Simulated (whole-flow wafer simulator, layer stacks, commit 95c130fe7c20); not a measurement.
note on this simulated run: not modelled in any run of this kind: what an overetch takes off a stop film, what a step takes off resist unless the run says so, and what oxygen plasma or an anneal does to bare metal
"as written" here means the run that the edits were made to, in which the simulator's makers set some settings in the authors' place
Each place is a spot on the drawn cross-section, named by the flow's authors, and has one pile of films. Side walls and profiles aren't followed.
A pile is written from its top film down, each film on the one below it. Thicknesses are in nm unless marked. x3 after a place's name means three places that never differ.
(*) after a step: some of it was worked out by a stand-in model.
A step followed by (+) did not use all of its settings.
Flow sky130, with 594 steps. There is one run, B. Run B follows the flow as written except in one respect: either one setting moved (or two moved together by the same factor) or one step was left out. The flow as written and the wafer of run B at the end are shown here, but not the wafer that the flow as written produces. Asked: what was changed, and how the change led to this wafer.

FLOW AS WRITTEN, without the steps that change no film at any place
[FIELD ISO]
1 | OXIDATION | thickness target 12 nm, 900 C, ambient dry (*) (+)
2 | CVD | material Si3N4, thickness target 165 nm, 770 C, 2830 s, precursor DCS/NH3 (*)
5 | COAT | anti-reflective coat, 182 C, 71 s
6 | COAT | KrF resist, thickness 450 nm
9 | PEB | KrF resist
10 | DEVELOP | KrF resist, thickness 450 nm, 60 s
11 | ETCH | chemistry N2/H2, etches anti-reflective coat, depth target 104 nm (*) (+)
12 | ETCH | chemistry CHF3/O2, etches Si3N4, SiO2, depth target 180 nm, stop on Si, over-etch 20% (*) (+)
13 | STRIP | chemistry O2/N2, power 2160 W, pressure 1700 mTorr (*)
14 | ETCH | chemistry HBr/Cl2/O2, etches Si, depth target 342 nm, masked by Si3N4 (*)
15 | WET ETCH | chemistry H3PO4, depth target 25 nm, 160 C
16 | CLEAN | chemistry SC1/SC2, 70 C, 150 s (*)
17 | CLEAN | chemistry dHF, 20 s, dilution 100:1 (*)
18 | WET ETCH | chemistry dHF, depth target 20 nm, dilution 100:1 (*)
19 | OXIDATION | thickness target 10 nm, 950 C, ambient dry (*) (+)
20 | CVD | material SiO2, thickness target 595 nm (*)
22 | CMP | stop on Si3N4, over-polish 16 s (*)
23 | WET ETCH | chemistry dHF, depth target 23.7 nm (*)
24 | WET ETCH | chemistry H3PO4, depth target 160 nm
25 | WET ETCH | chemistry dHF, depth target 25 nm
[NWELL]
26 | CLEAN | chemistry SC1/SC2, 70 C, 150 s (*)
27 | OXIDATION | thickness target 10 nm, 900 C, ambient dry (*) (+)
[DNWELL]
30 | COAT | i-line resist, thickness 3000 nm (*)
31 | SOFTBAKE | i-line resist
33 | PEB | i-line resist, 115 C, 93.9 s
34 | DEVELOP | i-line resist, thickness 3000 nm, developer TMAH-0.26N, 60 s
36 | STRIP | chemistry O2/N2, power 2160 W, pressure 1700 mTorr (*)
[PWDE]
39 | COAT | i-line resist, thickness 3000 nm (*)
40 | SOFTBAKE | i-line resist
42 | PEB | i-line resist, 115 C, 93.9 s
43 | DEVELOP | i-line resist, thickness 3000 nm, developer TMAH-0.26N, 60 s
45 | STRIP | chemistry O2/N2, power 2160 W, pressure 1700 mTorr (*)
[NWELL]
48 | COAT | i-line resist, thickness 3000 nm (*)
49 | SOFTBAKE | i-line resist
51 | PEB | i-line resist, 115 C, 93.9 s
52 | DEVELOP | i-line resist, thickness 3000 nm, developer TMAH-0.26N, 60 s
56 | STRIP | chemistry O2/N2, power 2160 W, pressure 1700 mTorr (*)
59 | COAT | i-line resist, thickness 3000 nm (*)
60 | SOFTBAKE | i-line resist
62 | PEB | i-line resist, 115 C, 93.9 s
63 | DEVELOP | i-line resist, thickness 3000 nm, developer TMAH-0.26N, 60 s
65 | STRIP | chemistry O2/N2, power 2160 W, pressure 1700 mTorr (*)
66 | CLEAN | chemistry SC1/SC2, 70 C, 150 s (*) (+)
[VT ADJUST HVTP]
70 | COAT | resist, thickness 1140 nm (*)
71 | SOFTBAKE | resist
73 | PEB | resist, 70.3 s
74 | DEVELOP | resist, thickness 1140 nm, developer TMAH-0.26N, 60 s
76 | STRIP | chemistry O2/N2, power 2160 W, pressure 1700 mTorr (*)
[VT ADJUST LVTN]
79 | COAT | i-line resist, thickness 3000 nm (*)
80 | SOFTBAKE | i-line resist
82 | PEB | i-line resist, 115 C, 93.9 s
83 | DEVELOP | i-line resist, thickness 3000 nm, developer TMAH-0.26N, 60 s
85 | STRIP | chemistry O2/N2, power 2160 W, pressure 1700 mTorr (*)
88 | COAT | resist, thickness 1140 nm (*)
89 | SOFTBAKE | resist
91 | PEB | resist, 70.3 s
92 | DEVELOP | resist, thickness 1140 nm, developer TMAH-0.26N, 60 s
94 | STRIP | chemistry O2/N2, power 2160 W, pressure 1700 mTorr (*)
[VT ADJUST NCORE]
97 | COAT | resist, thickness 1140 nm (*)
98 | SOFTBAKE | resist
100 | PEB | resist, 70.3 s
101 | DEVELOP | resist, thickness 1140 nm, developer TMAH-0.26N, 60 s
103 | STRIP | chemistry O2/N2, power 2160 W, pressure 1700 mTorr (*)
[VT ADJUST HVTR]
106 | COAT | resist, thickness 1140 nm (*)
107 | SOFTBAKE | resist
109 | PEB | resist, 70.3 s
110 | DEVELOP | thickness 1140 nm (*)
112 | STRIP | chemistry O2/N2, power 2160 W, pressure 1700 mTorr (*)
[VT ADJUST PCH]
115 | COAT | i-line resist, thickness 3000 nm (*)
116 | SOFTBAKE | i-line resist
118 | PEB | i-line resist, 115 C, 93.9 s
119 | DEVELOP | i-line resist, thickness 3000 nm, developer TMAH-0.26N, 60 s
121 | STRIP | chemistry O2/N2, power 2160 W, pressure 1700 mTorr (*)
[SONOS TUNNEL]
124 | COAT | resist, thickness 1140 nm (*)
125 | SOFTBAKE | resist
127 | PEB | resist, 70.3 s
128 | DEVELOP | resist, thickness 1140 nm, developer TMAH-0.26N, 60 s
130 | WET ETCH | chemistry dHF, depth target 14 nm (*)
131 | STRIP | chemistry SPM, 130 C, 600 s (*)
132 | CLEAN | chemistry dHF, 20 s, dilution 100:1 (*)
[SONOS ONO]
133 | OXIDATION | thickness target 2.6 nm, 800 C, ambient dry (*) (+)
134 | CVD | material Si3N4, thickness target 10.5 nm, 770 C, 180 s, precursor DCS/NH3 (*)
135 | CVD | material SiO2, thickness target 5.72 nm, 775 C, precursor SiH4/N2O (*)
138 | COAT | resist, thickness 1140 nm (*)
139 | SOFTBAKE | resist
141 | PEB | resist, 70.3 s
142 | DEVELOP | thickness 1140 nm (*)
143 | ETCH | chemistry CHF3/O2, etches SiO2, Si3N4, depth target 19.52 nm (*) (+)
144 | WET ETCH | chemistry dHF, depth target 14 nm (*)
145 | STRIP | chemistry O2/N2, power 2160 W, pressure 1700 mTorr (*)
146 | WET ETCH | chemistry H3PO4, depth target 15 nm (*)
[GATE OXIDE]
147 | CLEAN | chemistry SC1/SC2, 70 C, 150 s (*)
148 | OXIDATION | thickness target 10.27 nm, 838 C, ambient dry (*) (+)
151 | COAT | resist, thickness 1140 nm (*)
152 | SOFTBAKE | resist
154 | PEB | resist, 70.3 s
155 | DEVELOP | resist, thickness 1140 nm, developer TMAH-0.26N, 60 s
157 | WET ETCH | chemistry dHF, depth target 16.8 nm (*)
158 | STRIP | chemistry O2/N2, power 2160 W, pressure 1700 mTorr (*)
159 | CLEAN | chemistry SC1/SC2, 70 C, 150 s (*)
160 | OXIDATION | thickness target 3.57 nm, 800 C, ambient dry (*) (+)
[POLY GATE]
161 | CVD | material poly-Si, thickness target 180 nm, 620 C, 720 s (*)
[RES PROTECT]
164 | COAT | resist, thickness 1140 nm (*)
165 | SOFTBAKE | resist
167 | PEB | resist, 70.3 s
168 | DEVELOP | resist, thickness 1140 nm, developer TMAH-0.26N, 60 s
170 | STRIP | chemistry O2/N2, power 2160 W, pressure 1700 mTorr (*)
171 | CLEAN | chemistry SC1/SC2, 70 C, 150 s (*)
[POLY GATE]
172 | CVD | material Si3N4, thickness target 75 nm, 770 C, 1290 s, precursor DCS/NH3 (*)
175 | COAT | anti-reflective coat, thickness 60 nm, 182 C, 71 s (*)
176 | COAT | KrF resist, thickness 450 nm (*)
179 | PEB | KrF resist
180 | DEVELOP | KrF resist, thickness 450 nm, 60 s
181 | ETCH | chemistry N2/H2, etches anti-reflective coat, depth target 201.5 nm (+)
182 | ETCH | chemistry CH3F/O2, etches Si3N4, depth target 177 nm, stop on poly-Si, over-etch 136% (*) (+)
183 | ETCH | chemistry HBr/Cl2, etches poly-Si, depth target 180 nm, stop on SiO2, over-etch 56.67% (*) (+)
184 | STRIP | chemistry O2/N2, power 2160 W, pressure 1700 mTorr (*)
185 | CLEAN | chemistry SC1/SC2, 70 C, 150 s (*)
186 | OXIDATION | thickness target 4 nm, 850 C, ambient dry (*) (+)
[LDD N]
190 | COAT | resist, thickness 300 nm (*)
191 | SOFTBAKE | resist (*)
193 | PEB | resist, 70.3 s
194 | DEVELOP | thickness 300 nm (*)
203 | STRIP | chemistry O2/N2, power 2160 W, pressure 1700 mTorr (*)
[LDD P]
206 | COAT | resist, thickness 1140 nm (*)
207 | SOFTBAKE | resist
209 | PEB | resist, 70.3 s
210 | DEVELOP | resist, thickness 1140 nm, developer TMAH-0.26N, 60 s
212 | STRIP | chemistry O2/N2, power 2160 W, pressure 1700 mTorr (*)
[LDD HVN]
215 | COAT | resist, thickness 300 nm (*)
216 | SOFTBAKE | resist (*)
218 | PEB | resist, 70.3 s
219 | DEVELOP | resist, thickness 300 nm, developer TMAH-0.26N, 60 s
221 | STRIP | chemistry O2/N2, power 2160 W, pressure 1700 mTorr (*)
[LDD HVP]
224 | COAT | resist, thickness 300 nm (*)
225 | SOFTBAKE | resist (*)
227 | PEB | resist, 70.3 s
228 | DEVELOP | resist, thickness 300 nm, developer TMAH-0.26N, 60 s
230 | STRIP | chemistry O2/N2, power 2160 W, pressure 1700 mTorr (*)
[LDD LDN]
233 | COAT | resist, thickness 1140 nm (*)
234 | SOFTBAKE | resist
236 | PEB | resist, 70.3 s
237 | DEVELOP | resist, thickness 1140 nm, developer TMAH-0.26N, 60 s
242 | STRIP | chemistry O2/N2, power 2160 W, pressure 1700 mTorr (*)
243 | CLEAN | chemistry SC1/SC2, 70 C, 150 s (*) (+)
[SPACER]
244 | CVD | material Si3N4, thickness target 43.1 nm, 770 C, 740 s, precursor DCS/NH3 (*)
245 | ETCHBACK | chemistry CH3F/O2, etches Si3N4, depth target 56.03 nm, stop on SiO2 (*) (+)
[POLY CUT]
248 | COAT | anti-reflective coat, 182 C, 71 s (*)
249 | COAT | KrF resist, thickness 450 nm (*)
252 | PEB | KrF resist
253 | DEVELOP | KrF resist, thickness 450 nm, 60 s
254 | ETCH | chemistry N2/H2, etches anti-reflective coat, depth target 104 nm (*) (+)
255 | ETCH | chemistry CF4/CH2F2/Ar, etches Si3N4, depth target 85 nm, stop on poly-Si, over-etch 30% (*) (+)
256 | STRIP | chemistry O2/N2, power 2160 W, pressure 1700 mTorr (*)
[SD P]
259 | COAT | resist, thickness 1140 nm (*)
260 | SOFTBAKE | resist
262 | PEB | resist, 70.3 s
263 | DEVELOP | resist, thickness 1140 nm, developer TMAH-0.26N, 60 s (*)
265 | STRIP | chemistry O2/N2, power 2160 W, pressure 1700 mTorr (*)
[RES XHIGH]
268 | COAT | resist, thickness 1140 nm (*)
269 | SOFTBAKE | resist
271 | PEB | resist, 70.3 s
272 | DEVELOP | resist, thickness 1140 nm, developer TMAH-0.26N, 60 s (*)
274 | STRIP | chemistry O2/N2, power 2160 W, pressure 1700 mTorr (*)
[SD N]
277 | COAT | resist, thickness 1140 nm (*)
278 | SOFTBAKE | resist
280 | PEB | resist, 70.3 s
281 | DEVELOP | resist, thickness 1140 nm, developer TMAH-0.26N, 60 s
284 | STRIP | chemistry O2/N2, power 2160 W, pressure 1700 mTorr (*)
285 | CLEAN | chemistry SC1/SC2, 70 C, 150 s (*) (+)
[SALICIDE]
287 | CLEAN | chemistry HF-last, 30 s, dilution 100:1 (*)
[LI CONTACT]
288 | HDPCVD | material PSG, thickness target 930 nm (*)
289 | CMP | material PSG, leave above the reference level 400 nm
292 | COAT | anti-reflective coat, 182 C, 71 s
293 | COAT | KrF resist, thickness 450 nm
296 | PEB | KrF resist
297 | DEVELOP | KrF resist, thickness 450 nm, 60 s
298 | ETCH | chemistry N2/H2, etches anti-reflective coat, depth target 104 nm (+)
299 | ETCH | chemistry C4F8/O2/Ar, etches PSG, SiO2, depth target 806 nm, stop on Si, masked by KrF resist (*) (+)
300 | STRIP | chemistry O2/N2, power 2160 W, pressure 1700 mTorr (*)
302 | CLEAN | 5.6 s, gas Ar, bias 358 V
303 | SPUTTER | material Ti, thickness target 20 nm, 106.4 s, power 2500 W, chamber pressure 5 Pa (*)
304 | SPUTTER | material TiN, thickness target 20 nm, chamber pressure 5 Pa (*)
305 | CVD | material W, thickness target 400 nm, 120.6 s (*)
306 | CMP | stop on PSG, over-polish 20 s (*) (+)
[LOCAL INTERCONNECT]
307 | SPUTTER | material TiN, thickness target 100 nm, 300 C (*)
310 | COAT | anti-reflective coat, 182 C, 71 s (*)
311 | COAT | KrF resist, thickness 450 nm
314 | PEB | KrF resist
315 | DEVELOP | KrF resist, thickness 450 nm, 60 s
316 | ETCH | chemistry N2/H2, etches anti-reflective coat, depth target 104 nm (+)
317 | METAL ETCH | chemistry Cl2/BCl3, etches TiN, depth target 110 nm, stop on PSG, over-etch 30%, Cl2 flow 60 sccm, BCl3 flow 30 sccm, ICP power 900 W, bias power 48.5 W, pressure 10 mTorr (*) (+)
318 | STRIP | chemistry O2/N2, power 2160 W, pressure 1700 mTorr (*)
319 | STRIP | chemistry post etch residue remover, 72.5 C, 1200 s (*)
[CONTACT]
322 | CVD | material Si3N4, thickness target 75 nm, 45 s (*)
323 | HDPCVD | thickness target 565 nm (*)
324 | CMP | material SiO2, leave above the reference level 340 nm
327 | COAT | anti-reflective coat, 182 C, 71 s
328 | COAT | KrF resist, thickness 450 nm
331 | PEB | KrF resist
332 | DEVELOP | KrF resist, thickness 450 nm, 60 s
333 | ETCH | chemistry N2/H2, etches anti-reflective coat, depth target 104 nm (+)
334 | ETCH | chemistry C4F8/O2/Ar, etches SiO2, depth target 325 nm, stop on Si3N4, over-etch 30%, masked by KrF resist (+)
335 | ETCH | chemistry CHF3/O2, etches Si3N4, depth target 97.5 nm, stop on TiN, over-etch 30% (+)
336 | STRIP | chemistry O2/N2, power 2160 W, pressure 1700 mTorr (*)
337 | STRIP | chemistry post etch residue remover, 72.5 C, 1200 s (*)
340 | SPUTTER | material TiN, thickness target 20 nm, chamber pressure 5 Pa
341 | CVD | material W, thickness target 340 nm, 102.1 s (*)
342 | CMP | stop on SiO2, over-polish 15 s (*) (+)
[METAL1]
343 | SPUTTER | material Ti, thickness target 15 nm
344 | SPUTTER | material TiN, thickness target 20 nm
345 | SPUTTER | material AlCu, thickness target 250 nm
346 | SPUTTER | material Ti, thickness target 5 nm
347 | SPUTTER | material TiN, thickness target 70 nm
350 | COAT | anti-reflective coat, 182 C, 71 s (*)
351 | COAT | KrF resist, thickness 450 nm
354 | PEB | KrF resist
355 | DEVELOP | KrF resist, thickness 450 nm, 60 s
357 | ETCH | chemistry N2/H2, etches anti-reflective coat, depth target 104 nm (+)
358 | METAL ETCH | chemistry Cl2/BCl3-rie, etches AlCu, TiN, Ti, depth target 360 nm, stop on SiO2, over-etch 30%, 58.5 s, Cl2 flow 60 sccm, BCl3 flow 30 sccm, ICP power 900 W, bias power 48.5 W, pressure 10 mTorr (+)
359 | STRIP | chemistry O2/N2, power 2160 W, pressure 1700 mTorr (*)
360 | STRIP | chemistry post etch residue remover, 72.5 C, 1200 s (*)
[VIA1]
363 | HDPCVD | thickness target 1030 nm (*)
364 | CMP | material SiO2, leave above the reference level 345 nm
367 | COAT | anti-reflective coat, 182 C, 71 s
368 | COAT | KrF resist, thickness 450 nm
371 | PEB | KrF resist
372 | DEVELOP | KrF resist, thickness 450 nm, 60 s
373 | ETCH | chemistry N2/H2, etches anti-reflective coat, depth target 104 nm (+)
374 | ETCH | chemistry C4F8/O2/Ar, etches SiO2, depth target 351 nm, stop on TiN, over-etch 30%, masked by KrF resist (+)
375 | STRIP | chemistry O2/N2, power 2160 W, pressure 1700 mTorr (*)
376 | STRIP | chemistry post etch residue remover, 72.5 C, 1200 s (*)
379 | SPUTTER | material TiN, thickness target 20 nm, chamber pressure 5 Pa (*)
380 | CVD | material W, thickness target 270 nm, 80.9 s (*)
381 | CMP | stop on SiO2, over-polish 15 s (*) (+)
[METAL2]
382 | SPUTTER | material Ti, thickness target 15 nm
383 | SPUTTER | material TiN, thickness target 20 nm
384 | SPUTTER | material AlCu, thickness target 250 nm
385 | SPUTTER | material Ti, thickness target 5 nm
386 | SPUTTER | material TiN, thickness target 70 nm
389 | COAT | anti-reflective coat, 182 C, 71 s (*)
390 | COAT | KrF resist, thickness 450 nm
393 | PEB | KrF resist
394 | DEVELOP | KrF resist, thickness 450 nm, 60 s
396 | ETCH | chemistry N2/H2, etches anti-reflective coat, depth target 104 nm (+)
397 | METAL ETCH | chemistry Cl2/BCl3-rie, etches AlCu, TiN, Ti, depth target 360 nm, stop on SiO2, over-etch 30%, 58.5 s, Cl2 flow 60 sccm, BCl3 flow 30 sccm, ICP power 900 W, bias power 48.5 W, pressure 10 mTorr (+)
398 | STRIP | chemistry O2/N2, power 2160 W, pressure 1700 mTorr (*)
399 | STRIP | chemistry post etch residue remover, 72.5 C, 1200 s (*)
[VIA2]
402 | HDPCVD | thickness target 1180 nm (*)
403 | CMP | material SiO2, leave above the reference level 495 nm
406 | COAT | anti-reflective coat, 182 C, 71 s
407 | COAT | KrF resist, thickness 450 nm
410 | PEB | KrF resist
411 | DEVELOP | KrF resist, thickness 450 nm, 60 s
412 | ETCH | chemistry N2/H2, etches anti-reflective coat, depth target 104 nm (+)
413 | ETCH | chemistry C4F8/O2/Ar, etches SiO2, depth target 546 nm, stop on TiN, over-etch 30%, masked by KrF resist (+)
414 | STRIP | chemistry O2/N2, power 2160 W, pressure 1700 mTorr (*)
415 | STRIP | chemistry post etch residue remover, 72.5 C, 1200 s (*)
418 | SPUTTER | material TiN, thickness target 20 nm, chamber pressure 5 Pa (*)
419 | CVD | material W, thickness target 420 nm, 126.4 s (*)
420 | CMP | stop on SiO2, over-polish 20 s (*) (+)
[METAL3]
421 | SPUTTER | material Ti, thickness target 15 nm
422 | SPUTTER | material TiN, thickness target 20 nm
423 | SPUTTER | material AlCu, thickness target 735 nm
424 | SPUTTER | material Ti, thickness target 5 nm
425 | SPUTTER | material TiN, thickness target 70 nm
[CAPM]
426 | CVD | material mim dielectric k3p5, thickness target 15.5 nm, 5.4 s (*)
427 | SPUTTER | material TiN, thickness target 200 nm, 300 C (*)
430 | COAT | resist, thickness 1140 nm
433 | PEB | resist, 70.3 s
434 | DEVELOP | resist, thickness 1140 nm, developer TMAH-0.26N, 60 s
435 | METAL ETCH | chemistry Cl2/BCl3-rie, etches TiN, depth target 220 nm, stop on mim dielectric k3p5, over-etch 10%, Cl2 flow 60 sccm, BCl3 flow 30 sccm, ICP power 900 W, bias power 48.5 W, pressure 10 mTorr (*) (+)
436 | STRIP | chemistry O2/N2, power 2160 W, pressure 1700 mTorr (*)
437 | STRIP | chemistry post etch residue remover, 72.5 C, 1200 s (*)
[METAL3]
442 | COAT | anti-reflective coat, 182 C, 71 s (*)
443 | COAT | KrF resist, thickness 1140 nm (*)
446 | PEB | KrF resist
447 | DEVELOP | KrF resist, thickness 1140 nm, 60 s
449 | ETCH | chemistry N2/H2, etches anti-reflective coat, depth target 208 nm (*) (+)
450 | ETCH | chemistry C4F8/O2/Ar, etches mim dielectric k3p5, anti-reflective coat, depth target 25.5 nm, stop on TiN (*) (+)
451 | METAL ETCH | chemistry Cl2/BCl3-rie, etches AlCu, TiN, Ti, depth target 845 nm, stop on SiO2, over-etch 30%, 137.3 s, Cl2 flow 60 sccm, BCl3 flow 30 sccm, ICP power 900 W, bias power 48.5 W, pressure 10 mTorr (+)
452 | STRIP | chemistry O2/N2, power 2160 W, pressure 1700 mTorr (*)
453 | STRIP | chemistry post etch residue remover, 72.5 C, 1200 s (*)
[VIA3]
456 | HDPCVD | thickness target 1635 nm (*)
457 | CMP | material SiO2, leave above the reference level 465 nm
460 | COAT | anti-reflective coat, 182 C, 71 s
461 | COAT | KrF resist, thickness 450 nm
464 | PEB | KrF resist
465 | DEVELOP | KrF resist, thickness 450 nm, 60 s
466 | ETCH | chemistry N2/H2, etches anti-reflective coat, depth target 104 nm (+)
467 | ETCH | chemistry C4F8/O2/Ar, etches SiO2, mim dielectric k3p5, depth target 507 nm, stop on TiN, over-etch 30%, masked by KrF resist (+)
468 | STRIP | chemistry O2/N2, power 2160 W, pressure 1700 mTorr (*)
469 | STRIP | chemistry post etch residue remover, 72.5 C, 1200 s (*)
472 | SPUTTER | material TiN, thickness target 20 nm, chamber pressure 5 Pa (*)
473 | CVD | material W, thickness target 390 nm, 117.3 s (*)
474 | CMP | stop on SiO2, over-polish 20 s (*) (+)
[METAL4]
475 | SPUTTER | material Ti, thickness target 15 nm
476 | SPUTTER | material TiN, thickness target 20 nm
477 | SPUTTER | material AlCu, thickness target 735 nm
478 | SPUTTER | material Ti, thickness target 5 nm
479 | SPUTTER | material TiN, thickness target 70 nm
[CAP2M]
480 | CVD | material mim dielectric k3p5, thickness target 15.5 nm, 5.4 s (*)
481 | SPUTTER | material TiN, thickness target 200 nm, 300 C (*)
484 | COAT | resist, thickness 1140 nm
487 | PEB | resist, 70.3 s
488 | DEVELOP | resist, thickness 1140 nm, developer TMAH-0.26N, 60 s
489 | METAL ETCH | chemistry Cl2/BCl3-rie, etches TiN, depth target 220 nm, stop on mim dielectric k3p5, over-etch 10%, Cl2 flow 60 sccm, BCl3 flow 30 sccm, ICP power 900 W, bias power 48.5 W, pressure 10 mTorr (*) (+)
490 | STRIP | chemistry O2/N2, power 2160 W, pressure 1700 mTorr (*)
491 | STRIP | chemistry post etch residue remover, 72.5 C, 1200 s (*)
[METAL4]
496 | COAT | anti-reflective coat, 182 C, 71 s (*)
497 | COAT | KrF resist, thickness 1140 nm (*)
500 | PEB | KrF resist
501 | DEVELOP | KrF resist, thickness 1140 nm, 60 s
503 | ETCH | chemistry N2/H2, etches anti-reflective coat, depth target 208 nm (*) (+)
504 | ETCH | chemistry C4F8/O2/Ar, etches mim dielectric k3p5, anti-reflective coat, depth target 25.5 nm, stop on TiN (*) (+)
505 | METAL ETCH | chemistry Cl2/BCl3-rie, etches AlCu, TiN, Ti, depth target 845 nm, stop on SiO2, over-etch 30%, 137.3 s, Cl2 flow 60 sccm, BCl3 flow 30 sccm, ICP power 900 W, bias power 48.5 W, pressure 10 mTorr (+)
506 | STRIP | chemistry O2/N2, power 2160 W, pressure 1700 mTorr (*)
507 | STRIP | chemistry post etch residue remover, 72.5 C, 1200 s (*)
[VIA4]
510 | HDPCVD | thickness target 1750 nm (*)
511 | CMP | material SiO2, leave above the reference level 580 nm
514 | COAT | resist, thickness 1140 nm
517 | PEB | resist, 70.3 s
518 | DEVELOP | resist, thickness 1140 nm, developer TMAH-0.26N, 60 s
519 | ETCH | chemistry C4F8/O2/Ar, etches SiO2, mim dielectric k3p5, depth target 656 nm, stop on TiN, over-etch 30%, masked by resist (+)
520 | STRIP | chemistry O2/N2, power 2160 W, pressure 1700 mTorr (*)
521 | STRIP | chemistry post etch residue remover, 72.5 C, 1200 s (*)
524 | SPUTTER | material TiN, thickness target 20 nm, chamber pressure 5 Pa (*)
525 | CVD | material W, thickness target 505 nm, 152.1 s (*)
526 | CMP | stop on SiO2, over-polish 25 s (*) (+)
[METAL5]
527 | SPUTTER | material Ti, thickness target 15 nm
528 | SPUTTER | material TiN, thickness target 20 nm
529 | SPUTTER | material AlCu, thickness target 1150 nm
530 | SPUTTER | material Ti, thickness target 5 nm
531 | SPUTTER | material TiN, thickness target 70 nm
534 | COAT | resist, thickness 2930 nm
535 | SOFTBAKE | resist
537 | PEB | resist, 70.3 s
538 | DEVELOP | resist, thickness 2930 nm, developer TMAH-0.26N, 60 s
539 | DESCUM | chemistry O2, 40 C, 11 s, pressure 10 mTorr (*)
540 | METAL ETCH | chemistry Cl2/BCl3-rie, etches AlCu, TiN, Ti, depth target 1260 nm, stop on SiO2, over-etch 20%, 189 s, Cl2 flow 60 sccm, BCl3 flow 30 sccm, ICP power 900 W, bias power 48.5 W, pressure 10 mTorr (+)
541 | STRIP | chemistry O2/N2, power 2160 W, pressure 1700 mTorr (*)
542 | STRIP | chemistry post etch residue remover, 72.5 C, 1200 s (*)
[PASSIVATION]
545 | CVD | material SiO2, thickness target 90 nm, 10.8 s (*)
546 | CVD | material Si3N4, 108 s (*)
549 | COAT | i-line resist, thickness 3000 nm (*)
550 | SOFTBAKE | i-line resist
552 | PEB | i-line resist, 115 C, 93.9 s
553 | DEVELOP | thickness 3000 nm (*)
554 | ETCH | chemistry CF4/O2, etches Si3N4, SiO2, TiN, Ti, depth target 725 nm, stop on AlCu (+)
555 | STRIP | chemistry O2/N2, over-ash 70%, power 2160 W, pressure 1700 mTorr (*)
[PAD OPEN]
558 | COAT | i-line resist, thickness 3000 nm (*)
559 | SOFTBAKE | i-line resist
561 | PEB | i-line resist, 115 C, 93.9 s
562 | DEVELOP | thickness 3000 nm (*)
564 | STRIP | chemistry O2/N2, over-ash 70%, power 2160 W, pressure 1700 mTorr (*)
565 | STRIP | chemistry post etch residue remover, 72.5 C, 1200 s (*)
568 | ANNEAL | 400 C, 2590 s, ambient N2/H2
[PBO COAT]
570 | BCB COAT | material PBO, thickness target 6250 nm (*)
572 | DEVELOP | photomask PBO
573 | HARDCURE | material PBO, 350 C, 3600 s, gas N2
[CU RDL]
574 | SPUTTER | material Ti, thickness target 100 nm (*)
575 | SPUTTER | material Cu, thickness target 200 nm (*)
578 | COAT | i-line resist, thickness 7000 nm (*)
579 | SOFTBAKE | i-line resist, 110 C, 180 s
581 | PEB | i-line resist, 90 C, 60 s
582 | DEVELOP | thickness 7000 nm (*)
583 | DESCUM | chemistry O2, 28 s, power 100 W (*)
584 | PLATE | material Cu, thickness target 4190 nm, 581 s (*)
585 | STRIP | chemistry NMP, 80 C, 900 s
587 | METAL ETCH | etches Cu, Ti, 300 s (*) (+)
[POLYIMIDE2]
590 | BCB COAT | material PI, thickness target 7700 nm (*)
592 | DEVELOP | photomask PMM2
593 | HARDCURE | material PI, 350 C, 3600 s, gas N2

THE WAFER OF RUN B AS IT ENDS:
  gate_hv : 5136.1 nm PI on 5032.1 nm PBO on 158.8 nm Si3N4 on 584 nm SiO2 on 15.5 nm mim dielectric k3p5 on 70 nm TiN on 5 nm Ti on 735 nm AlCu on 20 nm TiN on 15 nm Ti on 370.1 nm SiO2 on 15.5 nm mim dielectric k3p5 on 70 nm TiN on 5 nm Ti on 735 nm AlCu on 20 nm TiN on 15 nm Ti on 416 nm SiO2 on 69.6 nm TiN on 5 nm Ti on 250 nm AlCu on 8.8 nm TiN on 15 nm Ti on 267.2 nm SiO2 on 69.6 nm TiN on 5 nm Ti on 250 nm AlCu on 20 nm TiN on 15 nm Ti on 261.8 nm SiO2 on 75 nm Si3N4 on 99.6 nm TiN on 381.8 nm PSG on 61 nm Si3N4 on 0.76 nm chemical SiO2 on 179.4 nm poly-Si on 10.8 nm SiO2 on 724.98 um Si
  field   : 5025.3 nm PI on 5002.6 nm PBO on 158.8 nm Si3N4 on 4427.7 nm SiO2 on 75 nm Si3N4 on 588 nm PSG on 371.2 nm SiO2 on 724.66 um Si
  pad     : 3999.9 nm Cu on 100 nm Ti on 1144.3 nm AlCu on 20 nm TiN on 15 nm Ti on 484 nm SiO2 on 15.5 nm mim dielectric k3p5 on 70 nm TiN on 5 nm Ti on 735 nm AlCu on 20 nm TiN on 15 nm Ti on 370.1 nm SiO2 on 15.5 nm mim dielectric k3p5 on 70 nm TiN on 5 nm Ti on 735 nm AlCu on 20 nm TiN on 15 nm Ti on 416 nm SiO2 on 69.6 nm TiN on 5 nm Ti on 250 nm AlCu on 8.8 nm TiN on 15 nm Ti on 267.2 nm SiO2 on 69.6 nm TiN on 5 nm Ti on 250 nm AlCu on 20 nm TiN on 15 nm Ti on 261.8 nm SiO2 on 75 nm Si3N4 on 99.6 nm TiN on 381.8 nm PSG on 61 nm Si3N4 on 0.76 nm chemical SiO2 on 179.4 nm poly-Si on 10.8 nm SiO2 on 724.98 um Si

What caused this: step 383, SPUTTER: thickness target 8.8 nm was run, though the flow has thickness target 20 nm.
The wafer itself shows it: gate_hv has TiN 8.8, and step 383 as written asks for 20 nm.

Step by step, how the change led to this:
  383 | SPUTTER | material TiN, thickness target 20 nm
      field, active, n_well and 188 more: +8.8 TiN (new film) (as written it would have been: +20 TiN (new film))
  397 | METAL ETCH | chemistry Cl2/BCl3-rie, etches AlCu, TiN, Ti, depth target 360 nm, stop on SiO2, over-etch 30%, 58.5 s, Cl2 flow 60 sccm, BCl3 flow 30 sccm, ICP power 900 W, bias power 48.5 W, pressure 10 mTorr (+)
      field, active, gate and 82 more: -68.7 TiN (all of it), -5 Ti (all of it), -250 AlCu (all of it), -8.8 TiN (all of it), -15 Ti (all of it), -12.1 SiO2 (as written it would have been: -68.7 TiN (all of it), -5 Ti (all of it), -250 AlCu (all of it), -20 TiN (all of it), -15 Ti (all of it), -10.9 SiO2)
  403 | CMP | material SiO2, leave above the reference level 495 nm
      field, active, gate and 82 more: -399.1 SiO2 (as written it would have been: -389.1 SiO2)
